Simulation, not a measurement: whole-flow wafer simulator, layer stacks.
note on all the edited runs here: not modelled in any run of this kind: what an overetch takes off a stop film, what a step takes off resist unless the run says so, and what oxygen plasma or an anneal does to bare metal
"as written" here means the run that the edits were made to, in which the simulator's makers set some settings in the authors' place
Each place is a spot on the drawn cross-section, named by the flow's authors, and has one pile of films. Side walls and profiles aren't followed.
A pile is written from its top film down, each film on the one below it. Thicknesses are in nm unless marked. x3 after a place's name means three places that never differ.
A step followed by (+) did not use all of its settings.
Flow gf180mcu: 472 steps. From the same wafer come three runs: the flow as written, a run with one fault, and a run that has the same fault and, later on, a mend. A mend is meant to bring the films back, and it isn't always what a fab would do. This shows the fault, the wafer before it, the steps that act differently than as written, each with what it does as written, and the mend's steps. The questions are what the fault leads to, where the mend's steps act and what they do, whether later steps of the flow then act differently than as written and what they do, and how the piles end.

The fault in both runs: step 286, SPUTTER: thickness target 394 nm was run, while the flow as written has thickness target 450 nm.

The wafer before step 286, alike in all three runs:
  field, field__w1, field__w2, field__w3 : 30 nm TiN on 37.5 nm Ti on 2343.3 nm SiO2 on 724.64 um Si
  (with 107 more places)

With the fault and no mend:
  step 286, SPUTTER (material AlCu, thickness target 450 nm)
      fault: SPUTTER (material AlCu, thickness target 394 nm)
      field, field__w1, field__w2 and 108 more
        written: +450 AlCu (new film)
        fault: +394 AlCu (new film)
  Steps later in the flow that act otherwise than as written:
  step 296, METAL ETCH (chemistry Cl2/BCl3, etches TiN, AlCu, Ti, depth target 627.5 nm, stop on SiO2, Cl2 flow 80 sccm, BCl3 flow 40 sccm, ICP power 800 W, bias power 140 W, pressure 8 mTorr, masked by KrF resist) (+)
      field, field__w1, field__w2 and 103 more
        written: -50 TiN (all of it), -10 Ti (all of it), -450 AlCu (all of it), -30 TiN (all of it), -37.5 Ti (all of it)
        fault: -50 TiN (all of it), -10 Ti (all of it), -394 AlCu (all of it), -30 TiN (all of it), -37.5 Ti (all of it)
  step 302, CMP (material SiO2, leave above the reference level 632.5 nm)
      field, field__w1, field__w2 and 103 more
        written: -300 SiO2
        fault: -356 SiO2
  At field__w8, contact, m1, m1__w1, m1_nw, the piles at the end differ from the flow's by more than 2% or 0.5 nm, whichever is larger.
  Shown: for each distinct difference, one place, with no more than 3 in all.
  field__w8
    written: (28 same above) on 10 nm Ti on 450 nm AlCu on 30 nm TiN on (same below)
    fault: (28 same above) on 10 nm Ti on 394 nm AlCu on 30 nm TiN on (same below)
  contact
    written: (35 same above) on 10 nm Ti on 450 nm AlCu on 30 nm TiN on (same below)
    fault: (35 same above) on 10 nm Ti on 394 nm AlCu on 30 nm TiN on (same below)

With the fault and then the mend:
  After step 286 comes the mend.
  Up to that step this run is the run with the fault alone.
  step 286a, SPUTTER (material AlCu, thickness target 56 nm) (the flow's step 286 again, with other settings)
      field, field__w1, field__w2 and 108 more
        +56 AlCu
  Every later step of the flow that is run acts as written at every place that is followed.
  The piles end the same as the flow's at every place that both follow.
